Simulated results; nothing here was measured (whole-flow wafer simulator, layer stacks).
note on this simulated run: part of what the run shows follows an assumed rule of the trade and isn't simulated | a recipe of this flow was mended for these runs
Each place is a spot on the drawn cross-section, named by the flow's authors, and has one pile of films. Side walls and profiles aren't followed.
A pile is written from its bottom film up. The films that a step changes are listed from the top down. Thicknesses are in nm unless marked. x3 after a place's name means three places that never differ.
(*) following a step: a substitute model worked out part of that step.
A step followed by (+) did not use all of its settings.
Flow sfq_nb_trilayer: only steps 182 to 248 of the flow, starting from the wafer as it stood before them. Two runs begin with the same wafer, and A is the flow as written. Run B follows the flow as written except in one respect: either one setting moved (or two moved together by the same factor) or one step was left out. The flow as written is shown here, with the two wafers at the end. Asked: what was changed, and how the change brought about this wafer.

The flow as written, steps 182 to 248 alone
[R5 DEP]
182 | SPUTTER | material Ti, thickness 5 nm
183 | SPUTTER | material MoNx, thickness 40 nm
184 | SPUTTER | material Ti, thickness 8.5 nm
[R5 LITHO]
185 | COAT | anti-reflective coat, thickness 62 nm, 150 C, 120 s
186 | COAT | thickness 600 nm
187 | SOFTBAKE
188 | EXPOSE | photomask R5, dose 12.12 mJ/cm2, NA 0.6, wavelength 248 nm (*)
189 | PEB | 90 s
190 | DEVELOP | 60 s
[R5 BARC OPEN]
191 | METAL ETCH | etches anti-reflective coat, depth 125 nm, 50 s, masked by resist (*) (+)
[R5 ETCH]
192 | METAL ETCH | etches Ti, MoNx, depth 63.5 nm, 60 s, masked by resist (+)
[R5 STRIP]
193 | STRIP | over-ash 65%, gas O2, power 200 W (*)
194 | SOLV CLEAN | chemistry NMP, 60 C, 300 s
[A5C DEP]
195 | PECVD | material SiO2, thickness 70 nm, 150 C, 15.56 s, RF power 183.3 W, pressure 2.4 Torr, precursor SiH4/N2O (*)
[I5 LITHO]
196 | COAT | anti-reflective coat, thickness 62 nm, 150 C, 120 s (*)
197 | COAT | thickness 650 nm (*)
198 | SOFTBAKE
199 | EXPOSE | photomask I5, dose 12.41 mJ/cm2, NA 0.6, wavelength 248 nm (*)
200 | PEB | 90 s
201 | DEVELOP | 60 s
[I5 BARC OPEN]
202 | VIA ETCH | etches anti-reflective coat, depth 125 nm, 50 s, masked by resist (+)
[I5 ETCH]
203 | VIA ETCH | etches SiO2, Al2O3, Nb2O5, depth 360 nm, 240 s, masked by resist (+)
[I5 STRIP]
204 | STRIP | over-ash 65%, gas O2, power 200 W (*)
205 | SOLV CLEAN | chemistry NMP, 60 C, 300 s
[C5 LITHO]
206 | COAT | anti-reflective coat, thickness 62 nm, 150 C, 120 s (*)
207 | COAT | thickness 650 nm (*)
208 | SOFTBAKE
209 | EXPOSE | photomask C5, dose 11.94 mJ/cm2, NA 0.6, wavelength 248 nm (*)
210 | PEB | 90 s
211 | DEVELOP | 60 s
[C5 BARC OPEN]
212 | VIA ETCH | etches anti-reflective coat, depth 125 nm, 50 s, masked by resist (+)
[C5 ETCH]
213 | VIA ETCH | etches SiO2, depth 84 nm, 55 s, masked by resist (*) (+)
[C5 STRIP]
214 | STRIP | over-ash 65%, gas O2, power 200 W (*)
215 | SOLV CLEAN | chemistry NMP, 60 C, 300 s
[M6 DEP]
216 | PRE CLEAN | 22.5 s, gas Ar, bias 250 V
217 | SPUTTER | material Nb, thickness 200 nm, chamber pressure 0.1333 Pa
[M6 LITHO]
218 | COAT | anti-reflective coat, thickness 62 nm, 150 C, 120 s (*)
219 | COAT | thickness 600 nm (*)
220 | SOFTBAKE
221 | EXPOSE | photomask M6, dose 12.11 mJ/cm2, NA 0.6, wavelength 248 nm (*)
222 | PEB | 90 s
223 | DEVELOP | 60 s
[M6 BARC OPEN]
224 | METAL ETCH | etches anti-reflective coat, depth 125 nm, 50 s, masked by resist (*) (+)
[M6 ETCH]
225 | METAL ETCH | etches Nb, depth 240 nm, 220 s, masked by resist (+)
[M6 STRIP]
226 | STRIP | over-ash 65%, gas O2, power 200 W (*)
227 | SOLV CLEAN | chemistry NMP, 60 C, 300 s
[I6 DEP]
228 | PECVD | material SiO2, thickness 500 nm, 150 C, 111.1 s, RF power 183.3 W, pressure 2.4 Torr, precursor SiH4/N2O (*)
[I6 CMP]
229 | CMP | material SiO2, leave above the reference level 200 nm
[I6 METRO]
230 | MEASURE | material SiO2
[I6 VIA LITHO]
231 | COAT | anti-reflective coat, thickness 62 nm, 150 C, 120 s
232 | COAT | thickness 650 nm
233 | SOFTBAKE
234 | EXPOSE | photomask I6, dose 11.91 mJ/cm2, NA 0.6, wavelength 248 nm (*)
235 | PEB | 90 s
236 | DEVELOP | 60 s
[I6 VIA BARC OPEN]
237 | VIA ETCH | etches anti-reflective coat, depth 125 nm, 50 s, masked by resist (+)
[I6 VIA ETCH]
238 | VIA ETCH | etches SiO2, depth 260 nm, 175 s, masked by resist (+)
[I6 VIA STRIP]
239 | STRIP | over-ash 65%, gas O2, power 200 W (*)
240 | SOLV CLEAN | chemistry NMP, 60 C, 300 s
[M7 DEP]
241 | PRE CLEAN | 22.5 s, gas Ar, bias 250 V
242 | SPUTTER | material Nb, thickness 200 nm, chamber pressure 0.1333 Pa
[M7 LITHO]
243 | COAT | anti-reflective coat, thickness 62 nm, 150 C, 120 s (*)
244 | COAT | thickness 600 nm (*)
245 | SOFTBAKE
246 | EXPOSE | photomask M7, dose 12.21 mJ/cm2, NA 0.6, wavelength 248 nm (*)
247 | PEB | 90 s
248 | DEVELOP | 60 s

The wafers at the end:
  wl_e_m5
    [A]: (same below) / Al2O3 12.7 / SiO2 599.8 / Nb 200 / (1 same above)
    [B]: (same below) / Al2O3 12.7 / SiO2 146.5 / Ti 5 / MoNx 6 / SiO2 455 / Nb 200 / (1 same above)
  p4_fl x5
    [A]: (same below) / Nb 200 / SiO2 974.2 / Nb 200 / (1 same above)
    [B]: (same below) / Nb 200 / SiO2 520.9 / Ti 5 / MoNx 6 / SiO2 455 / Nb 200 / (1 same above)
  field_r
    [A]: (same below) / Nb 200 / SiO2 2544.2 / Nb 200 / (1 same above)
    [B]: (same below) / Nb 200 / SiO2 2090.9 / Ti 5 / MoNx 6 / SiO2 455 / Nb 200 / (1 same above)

Cause: step 183, SPUTTER: thickness 61 nm was run, while the flow as written has thickness 40 nm.

The path from the change to this, step by step:
  183 | SPUTTER | material MoNx, thickness 40 nm
      field_l, v_sur, via_wl and 103 more: A +40 MoNx (new film) | B +61 MoNx (new film)
  192 | METAL ETCH | etches Ti, MoNx, depth 63.5 nm, 60 s, masked by resist (+)
      field_l, v_sur, via_wl and 92 more: A -8.5 Ti (all of it), -40 MoNx (all of it), -5 Ti (all of it), -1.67 SiO2 | B -8.5 Ti (all of it), -55 MoNx
      ce_l, c5j, ce_r, wl_jj: A -8.5 Ti (all of it), -40 MoNx (all of it), -5 Ti (all of it), -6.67 Nb | B -8.5 Ti (all of it), -55 MoNx
  195 | PECVD | material SiO2, thickness 70 nm, 150 C, 15.56 s, RF power 183.3 W, pressure 2.4 Torr, precursor SiH4/N2O (*)
      field_l, v_sur, via_wl and 92 more: A +70 SiO2 | B +70 SiO2 (new film)
  196 | COAT | anti-reflective coat, thickness 62 nm, 150 C, 120 s (*)
      r5r_line_l, r5r_line_c, r5r_line_r: A +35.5 anti-reflective coat (new film) | B +31.9 anti-reflective coat (new film)
      wl_j_sl, wl_j_sr: A +60.5 anti-reflective coat (new film) | B +62 anti-reflective coat (new film)
      (also at 9 further places)
  203 | VIA ETCH | etches SiO2, Al2O3, Nb2O5, depth 360 nm, 240 s, masked by resist (+)
      be: A -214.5 SiO2 (all of it), -12.7 Al2O3 (all of it), -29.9 Nb2O5 (all of it), -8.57 Nb | B -69.7 SiO2 (all of it), -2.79 MoNx
  204 | STRIP | over-ash 65%, gas O2, power 200 W (*)
      r5r_line_l, r5r_line_c, r5r_line_r: A -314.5 KrF-resist-other-grade (all of it), -35.5 anti-reflective coat (all of it) | B -314.3 KrF-resist-other-grade (all of it), -31.9 anti-reflective coat (all of it)
      wl_j_sl, wl_j_sr: A -316.4 KrF-resist-other-grade (all of it), -60.5 anti-reflective coat (all of it) | B -315.7 KrF-resist-other-grade (all of it), -62 anti-reflective coat (all of it)
      (also at 9 further places)
  206 | COAT | anti-reflective coat, thickness 62 nm, 150 C, 120 s (*)
      r5r_line_l, r5r_line_c, r5r_line_r: A +35.5 anti-reflective coat (new film) | B +31.9 anti-reflective coat (new film)
      wl_j_sl, wl_j_sr: A +60.5 anti-reflective coat (new film) | B +62 anti-reflective coat (new film)
      (also at 17 further places)
  207 | COAT | thickness 650 nm (*)
      be: A +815 KrF-resist-other-grade (new film) | B +672.4 KrF-resist-other-grade (new film)
      gap: A +641 KrF-resist-other-grade (new film) | B +654.3 KrF-resist-other-grade (new film)
  212 | VIA ETCH | etches anti-reflective coat, depth 125 nm, 50 s, masked by resist (+)
      c5j: A -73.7 anti-reflective coat (all of it), -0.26 SiO2 | B -68.5 anti-reflective coat (all of it), -0.28 SiO2
  213 | VIA ETCH | etches SiO2, depth 84 nm, 55 s, masked by resist (*) (+)
      c5j: A -69.7 SiO2 (all of it), -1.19 Nb | B -69.7 SiO2 (all of it), -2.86 MoNx
  214 | STRIP | over-ash 65%, gas O2, power 200 W (*)
      r5r_line_l, r5r_line_c, r5r_line_r: A -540 KrF-resist-other-grade (all of it), -35.5 anti-reflective coat (all of it) | B -539.8 KrF-resist-other-grade (all of it), -31.9 anti-reflective coat (all of it)
      wl_j_sl, wl_j_sr: A -541.9 KrF-resist-other-grade (all of it), -60.5 anti-reflective coat (all of it) | B -541.2 KrF-resist-other-grade (all of it), -62 anti-reflective coat (all of it)
      (also at 16 further places)
  216 | PRE CLEAN | 22.5 s, gas Ar, bias 250 V
      be: A -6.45 Nb | B -3.21 MoNx (all of it), -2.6 Ti
      c5j: A -6.45 Nb | B -3.14 MoNx (all of it), -2.67 Ti
  217 | SPUTTER | material Nb, thickness 200 nm, chamber pressure 0.1333 Pa
      be: A +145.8 Nb | B +192.1 Nb (new film)
      c5j: A +188.4 Nb | B +188 Nb (new film)
  218 | COAT | anti-reflective coat, thickness 62 nm, 150 C, 120 s (*)
      r5r_line_l, r5r_line_c, r5r_line_r: A +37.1 anti-reflective coat (new film) | B +33.9 anti-reflective coat (new film)
      wl_j_sl, wl_j_sr: A +60.5 anti-reflective coat (new film) | B +62 anti-reflective coat (new film)
      (also at 19 further places)
  219 | COAT | thickness 600 nm (*)
      via_v: A +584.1 KrF-resist-other-grade (new film) | B +598 KrF-resist-other-grade (new film)
      be: A +795.2 KrF-resist-other-grade (new film) | B +620.5 KrF-resist-other-grade (new film)
      (also at 1 further place)
  223 | DEVELOP | 60 s
      gap: A -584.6 KrF-resist-other-grade (all of it) | B -600.4 KrF-resist-other-grade (all of it)
  ... another 3 steps ...
  229 | CMP | material SiO2, leave above the reference level 200 nm
      r5r_line_l, r5r_spacepad_l, r5r_spacepad_r, r5r_line_c, r5r_line_r: A -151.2 SiO2 | B -159.5 SiO2
      be_r, r_sur, r_end: A -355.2 SiO2 | B -363.5 SiO2
      (also at 3 further places)
Taking metal films that touch as one body, wl_e_m5 has 8 bodies (between them, from the top down: SiO2 455; SiO2 146.5 / Al2O3 12.7 / Nb2O5 29.9; SiO2 192.5; SiO2 192.5; SiO2 192.5; SiO2 192.5; SiO2 192.5); the flow as written gives 7 bodies (between them, from the top down: SiO2 599.8 / Al2O3 12.7 / Nb2O5 29.9; SiO2 192.5; SiO2 192.5; SiO2 192.5; SiO2 192.5; SiO2 192.5).
Taking metal films that touch as one body, p4_fl x5 has 4 bodies (between them, from the top down: SiO2 455; SiO2 520.9; SiO2 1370); the flow as written gives 3 bodies (between them, from the top down: SiO2 974.2; SiO2 1370).
Taking metal films that touch as one body, field_r has 3 bodies (between them, from the top down: SiO2 455; SiO2 2090.9); the flow as written gives 2 bodies (between them, from the top down: SiO2 2544.2).
